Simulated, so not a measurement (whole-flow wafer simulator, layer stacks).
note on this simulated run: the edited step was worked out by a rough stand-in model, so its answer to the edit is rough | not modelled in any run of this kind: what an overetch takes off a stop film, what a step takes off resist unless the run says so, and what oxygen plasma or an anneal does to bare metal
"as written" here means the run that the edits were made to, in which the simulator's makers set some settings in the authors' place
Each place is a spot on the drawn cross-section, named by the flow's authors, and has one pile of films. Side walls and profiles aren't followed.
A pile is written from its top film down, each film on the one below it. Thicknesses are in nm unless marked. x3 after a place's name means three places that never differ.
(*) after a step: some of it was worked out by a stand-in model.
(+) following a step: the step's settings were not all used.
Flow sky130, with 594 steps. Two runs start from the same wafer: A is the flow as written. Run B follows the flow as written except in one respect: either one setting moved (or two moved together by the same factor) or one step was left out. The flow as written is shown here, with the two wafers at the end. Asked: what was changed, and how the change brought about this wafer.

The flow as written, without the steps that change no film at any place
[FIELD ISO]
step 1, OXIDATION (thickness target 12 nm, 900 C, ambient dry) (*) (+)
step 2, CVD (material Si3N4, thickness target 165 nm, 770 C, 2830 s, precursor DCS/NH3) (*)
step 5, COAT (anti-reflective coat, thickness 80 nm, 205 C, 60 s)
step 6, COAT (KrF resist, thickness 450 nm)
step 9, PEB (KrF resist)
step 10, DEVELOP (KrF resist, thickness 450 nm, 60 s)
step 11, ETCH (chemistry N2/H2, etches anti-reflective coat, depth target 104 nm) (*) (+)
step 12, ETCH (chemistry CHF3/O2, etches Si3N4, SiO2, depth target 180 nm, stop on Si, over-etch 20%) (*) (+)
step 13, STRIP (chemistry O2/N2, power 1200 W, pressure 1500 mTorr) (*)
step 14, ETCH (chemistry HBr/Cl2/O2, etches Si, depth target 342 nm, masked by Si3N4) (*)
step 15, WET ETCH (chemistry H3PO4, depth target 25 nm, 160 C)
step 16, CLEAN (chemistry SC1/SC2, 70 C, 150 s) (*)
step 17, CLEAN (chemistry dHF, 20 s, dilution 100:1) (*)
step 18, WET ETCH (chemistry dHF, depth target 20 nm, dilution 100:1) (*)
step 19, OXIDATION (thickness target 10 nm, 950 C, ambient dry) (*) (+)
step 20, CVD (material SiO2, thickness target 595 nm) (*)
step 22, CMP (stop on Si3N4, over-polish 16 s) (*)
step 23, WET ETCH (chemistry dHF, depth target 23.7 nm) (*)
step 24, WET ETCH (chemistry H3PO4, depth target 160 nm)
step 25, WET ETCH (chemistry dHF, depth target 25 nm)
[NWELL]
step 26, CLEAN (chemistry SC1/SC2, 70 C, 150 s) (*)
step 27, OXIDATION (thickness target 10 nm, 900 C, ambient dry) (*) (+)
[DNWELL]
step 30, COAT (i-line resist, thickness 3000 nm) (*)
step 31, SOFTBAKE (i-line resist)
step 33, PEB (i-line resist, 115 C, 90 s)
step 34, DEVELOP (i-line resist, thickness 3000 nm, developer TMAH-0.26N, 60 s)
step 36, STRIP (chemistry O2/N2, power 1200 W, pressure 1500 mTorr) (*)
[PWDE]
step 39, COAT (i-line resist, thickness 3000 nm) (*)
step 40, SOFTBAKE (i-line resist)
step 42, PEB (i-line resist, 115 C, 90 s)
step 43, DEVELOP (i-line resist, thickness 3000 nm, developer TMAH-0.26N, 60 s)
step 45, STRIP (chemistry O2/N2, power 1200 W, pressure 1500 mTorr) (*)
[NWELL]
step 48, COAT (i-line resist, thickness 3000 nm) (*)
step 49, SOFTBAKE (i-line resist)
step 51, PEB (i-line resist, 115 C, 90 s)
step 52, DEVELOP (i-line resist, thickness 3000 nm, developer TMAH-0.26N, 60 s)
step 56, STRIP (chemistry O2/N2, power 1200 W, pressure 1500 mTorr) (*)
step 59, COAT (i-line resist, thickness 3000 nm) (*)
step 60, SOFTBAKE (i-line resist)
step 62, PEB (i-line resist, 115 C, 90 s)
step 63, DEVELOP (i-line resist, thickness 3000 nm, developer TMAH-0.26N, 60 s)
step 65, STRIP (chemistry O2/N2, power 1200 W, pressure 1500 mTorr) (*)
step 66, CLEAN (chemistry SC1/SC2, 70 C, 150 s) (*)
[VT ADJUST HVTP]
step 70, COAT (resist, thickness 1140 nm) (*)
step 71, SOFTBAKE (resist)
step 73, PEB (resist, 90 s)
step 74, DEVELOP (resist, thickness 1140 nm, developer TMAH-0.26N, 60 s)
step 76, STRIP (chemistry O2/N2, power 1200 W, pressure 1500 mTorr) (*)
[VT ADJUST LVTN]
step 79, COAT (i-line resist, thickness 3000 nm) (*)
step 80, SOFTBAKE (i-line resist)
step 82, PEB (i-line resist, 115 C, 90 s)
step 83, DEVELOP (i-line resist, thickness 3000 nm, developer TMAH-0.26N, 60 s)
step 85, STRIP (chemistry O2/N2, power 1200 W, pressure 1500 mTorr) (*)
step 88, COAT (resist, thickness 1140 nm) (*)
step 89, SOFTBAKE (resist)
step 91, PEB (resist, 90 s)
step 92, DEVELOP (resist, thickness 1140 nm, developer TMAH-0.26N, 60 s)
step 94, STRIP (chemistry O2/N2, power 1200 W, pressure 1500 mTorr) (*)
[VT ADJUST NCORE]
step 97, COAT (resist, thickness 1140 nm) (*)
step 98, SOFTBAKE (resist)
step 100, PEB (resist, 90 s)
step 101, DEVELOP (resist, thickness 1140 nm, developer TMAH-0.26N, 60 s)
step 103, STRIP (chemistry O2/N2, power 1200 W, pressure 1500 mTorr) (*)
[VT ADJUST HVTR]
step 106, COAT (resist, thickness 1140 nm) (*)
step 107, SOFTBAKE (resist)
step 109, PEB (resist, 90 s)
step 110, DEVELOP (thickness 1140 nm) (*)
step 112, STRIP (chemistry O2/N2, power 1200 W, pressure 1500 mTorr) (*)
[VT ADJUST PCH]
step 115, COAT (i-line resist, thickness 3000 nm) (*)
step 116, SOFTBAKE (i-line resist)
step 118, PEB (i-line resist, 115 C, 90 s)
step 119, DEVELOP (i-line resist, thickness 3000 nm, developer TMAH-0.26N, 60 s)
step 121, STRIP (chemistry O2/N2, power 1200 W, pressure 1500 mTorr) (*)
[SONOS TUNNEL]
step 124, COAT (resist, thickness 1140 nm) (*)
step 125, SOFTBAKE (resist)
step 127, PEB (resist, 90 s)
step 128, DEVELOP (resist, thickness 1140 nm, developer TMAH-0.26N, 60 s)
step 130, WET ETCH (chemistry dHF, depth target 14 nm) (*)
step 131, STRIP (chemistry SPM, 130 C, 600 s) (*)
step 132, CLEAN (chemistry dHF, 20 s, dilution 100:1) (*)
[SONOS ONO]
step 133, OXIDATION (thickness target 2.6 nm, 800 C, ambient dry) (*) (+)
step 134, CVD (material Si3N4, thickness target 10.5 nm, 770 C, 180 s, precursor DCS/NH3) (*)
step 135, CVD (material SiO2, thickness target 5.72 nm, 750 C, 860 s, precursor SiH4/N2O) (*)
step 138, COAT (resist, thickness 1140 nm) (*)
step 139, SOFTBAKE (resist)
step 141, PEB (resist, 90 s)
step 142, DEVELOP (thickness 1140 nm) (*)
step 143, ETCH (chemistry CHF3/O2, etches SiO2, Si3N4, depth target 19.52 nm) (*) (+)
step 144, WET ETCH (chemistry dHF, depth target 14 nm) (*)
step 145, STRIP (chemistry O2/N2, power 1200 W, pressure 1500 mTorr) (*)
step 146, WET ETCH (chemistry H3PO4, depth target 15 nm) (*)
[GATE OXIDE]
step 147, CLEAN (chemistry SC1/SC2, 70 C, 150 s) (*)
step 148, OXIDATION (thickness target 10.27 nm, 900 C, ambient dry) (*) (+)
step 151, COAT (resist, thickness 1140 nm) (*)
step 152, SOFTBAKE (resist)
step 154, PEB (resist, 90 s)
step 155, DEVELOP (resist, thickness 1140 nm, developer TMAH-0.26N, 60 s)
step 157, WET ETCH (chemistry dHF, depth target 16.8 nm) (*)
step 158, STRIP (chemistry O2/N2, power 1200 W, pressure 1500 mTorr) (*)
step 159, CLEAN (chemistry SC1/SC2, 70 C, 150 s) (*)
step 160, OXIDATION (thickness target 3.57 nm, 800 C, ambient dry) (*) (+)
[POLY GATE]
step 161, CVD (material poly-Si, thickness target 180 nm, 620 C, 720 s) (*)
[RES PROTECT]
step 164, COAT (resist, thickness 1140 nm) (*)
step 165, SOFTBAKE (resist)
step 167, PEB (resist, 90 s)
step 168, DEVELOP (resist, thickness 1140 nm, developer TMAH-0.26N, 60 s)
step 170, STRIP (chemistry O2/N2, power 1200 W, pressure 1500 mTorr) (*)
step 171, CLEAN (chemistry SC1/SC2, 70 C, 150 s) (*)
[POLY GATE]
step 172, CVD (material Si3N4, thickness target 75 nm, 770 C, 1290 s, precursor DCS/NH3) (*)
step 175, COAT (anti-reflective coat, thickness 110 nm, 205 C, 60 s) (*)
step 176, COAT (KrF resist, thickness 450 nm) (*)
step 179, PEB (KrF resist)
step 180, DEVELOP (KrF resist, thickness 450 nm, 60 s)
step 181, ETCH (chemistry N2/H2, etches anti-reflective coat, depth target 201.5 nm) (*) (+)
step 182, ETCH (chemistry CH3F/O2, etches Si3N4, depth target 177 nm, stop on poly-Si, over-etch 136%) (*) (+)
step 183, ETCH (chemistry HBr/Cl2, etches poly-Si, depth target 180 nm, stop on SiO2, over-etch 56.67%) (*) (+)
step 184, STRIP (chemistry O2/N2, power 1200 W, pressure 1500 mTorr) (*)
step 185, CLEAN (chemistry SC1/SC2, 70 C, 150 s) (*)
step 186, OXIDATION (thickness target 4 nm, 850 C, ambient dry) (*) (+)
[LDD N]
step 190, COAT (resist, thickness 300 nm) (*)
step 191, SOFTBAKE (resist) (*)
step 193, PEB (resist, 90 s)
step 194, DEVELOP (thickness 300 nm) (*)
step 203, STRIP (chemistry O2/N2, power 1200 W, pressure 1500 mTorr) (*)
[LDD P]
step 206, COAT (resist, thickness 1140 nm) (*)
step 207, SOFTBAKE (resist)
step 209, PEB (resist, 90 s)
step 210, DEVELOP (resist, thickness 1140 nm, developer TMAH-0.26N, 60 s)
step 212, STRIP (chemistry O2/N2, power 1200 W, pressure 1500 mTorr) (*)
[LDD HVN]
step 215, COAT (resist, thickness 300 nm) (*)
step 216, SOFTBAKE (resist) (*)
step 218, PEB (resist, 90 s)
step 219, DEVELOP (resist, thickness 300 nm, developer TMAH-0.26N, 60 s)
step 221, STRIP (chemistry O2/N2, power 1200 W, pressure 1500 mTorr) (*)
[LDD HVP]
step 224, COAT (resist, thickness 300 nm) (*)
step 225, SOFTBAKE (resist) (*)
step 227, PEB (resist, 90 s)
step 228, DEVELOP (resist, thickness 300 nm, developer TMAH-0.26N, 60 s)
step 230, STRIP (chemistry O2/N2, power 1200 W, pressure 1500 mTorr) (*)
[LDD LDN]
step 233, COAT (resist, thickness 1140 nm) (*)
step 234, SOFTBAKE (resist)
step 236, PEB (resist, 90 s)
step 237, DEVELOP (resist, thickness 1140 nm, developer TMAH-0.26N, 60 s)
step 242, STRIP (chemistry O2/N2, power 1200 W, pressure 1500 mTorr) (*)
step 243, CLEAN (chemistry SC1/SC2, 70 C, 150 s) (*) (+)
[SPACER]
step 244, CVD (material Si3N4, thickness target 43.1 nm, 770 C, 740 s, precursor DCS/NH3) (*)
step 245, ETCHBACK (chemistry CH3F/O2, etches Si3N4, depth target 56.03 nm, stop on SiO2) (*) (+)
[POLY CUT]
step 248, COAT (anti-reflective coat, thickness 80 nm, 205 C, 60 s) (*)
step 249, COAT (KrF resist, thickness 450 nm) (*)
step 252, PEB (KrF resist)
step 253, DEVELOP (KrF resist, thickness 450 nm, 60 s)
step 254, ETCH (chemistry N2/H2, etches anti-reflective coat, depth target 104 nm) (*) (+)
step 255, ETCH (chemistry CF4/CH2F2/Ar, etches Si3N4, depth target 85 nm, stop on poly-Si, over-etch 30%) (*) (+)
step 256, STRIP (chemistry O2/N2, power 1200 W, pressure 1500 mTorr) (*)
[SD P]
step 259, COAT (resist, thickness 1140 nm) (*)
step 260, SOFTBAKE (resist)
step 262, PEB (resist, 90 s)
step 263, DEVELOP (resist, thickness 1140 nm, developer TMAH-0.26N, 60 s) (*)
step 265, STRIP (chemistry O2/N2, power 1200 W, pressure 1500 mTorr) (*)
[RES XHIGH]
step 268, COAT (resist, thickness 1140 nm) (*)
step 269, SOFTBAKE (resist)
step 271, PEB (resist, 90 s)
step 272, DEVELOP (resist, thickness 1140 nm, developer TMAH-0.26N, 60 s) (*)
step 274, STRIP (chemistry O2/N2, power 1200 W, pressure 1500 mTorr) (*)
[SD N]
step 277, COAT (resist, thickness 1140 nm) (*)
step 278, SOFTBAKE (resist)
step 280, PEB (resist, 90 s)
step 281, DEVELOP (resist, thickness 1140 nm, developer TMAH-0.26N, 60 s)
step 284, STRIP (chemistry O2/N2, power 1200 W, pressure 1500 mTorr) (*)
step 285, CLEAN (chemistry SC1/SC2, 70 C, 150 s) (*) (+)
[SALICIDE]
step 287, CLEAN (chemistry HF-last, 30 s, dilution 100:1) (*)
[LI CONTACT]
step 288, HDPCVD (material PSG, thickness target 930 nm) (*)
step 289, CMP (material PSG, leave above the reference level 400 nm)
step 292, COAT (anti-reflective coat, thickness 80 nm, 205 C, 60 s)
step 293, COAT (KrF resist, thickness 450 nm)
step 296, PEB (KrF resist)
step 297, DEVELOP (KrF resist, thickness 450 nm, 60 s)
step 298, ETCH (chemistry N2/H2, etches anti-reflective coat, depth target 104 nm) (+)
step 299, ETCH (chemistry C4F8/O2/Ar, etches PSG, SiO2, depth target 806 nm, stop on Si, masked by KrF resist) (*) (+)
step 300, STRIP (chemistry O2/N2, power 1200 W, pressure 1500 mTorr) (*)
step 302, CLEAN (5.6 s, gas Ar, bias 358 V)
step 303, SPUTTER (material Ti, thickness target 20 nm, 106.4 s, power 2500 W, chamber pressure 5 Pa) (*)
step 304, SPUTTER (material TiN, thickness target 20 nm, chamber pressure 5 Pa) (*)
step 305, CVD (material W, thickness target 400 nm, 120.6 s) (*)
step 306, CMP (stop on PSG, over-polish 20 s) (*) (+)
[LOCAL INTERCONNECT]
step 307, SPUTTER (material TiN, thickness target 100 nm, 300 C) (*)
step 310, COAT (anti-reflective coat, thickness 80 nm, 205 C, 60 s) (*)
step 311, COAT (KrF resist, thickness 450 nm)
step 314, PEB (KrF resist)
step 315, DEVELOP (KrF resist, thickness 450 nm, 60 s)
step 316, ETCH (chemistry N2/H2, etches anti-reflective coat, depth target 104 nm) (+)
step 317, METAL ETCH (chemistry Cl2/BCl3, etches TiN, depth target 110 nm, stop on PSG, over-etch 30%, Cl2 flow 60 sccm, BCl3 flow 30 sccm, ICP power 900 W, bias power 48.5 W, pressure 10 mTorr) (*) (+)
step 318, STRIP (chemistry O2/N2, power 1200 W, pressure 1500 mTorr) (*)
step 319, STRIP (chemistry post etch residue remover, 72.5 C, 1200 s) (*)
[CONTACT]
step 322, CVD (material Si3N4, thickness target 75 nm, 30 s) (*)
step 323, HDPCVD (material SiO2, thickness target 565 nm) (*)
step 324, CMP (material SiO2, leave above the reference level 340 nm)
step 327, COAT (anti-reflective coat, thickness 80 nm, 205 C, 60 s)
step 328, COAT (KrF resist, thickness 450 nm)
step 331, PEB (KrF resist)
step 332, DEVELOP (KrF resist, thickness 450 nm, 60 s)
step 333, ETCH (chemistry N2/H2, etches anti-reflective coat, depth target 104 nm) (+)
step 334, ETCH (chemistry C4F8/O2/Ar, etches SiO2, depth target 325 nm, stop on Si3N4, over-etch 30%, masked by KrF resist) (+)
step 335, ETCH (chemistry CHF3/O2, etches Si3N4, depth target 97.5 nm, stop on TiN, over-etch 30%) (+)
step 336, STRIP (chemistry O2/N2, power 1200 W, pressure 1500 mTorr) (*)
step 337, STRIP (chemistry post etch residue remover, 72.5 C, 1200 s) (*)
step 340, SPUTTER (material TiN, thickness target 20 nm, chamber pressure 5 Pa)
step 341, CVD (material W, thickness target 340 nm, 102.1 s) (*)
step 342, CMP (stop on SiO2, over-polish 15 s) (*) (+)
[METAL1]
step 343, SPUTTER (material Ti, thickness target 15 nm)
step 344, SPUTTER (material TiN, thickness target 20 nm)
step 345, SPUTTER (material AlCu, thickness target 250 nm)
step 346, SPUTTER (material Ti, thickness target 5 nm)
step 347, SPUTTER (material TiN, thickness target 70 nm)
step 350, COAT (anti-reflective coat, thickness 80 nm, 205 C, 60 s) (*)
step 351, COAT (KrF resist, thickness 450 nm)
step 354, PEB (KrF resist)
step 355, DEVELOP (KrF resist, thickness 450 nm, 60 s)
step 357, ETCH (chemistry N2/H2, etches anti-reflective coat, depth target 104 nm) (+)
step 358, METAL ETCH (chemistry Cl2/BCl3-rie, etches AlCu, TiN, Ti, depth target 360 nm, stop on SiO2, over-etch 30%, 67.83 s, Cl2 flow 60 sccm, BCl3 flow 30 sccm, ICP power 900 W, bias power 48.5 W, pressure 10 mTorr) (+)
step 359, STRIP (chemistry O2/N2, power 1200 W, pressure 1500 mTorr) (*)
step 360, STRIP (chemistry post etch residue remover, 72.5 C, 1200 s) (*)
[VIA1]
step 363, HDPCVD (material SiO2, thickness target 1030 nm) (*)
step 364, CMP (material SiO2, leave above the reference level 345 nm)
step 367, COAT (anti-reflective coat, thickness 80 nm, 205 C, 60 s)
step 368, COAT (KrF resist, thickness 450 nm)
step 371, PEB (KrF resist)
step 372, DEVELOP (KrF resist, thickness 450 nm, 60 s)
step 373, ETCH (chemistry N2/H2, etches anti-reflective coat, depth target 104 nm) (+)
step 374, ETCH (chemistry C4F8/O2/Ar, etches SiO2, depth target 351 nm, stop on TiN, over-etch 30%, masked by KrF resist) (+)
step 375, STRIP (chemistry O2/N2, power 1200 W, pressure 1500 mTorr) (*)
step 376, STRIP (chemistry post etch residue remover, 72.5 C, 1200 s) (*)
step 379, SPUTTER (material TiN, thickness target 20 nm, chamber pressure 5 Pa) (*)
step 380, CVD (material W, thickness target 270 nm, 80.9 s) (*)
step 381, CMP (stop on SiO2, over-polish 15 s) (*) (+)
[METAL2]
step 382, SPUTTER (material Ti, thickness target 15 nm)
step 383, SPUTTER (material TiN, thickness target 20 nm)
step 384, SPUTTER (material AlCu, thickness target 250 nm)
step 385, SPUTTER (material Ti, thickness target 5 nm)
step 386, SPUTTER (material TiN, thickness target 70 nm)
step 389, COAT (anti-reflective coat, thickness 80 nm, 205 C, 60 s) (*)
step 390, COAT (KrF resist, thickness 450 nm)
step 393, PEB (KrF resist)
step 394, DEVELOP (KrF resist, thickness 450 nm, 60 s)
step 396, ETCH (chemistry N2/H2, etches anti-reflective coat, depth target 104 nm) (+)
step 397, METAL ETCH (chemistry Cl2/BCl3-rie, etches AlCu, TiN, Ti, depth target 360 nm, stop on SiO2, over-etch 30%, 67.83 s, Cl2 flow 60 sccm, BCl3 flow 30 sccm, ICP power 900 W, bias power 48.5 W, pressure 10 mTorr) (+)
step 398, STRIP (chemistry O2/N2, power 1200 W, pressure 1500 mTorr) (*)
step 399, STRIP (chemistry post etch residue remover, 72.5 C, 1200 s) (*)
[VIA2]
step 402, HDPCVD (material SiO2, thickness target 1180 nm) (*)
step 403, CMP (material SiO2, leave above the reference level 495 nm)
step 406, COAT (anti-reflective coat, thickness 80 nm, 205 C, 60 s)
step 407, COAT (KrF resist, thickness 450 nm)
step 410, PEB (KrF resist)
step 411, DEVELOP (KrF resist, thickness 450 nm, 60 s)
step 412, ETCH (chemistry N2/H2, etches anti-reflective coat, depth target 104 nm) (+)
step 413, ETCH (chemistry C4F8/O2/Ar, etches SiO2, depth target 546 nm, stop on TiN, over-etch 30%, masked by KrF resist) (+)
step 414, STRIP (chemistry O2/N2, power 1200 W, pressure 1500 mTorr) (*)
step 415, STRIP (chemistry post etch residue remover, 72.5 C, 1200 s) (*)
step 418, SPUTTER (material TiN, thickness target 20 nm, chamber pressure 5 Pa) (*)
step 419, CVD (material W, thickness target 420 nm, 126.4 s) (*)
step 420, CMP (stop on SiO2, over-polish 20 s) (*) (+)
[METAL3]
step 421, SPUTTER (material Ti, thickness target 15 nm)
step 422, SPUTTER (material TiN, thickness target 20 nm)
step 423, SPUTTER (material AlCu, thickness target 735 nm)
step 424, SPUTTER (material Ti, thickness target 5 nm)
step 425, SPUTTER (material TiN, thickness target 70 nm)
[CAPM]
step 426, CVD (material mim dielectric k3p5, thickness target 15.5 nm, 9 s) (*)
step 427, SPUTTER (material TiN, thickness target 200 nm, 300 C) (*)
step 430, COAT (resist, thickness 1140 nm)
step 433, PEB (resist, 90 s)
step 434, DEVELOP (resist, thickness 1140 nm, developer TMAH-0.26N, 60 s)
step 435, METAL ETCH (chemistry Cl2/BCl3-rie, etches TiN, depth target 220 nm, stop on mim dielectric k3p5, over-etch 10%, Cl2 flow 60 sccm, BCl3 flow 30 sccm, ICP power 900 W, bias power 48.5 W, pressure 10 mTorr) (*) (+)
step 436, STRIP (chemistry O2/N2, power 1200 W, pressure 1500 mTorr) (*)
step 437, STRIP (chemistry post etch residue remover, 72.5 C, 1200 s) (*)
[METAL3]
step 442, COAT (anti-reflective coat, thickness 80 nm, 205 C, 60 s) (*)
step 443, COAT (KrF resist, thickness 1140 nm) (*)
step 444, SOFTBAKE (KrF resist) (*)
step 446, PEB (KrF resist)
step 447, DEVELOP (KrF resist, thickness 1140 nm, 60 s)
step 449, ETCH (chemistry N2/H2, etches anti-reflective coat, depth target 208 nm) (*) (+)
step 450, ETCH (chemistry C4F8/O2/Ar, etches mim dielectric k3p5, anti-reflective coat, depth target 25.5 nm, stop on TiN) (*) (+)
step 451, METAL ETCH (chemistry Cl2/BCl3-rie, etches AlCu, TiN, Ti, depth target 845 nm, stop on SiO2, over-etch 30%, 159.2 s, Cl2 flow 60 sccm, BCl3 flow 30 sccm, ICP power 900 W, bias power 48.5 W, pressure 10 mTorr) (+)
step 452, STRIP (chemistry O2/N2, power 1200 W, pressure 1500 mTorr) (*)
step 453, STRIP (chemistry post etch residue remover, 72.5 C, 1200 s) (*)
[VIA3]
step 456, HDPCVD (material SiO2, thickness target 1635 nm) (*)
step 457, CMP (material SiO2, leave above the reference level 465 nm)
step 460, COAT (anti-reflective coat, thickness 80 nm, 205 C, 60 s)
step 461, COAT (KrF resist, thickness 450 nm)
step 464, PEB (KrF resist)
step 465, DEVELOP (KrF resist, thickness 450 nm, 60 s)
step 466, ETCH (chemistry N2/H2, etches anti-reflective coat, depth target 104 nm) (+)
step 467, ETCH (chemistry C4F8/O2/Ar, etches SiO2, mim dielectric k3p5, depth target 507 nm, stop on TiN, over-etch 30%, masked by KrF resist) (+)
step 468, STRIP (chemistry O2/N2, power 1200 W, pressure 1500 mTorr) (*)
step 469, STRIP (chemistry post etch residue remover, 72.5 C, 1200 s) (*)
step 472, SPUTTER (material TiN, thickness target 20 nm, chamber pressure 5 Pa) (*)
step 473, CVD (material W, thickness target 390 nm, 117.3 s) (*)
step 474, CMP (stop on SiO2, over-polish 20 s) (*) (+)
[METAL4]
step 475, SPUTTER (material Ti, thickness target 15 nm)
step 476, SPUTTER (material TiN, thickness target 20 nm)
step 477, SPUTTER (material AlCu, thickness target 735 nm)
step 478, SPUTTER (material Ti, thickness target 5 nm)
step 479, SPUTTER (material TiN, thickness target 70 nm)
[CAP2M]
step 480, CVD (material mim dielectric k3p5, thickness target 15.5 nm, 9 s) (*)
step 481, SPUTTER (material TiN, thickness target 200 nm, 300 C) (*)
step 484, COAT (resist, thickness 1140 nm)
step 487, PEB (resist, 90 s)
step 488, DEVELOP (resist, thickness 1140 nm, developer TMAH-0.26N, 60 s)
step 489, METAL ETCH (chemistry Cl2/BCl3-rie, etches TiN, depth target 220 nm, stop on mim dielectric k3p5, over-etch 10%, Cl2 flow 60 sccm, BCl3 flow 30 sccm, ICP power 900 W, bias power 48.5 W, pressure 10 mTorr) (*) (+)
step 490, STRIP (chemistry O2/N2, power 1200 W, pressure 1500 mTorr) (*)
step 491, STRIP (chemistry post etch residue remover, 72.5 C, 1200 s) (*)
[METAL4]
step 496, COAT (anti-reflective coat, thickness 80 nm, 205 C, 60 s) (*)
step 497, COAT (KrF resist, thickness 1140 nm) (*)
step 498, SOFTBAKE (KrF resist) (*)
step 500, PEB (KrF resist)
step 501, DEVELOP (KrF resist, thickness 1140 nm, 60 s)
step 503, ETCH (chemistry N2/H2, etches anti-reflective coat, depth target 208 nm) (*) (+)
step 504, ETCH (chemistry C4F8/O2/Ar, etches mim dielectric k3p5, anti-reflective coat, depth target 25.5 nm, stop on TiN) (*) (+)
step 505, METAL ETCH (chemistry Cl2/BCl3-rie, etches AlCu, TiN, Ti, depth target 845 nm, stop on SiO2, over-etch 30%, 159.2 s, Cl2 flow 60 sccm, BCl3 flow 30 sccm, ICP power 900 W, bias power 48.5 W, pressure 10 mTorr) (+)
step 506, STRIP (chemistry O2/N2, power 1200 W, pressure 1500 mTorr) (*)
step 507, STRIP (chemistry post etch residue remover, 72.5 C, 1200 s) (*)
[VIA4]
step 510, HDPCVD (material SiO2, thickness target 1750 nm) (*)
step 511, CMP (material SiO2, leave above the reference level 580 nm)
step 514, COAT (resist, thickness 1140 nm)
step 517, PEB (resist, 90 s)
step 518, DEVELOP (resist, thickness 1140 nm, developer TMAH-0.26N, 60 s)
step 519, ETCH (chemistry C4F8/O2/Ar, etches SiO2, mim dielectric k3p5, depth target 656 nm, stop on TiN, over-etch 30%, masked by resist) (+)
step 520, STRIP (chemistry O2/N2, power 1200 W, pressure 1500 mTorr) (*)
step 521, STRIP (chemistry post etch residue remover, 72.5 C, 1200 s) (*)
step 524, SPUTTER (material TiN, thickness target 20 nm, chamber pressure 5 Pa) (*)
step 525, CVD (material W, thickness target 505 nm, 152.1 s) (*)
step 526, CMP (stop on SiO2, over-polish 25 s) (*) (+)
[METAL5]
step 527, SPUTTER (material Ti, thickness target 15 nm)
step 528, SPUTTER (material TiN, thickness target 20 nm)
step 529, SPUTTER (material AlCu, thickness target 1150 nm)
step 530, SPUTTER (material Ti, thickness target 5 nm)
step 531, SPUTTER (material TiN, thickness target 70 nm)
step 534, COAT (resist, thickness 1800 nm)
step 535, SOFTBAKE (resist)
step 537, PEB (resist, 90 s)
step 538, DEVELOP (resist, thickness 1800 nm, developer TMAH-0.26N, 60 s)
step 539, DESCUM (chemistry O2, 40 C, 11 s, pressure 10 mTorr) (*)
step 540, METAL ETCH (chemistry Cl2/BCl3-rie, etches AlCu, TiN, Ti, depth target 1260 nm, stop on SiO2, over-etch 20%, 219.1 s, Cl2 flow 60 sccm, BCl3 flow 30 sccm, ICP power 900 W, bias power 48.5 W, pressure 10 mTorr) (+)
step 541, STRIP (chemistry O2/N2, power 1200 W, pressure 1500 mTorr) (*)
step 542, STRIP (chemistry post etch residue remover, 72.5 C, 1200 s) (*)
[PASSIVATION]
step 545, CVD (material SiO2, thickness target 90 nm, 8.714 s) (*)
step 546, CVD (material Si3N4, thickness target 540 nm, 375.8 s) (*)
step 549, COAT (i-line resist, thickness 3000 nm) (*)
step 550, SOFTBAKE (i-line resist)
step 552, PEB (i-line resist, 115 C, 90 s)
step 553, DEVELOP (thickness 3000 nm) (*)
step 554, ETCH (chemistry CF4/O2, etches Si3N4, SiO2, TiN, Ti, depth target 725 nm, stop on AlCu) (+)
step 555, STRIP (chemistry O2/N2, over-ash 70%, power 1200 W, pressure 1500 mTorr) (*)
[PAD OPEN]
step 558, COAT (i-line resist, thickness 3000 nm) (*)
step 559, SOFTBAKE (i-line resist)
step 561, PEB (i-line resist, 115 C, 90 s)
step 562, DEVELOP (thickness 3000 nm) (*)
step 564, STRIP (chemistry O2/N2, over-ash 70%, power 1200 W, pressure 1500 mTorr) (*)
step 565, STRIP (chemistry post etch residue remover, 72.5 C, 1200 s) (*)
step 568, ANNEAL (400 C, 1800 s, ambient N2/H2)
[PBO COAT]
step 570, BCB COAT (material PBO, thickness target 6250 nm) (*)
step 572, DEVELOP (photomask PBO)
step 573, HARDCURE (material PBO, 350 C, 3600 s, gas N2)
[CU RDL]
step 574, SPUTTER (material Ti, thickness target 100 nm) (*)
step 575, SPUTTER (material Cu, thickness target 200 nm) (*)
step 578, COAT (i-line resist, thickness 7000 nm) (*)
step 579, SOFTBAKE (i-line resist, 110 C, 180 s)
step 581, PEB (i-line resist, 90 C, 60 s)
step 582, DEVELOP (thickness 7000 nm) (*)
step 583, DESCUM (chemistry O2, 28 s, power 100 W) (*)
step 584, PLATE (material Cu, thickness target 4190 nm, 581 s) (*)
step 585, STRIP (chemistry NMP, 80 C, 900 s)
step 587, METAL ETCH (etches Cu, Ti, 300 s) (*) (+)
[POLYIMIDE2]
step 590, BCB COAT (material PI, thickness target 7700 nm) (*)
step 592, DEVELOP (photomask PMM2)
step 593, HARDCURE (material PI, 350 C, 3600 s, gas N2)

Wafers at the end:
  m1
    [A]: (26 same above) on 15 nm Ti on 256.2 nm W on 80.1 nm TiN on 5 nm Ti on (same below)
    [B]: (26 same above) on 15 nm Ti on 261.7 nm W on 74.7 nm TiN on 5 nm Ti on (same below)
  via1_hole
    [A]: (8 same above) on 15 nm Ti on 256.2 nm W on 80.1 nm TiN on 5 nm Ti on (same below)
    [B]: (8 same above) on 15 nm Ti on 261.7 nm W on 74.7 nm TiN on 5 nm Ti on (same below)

What caused this: step 379, SPUTTER: thickness target 10 nm was run, though the flow has thickness target 20 nm.

The path from the change to this, step by step:
  step 379, SPUTTER (material TiN, thickness target 20 nm, chamber pressure 5 Pa) (*)
      field, active, n_well and 186 more: A +20 TiN (new film) | B +10 TiN (new film)
      m1: A +11 TiN | B +5.5 TiN
      (and at 1 other place as well)
  step 381, CMP (stop on SiO2, over-polish 15 s) (*) (+)
      field, active, n_well and 186 more: A -270 W (all of it), -20 TiN (all of it), -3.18 SiO2 | B -270 W (all of it), -10 TiN (all of it), -3.18 SiO2
      m1, via1_hole: A -293.6 W | B -283.6 W
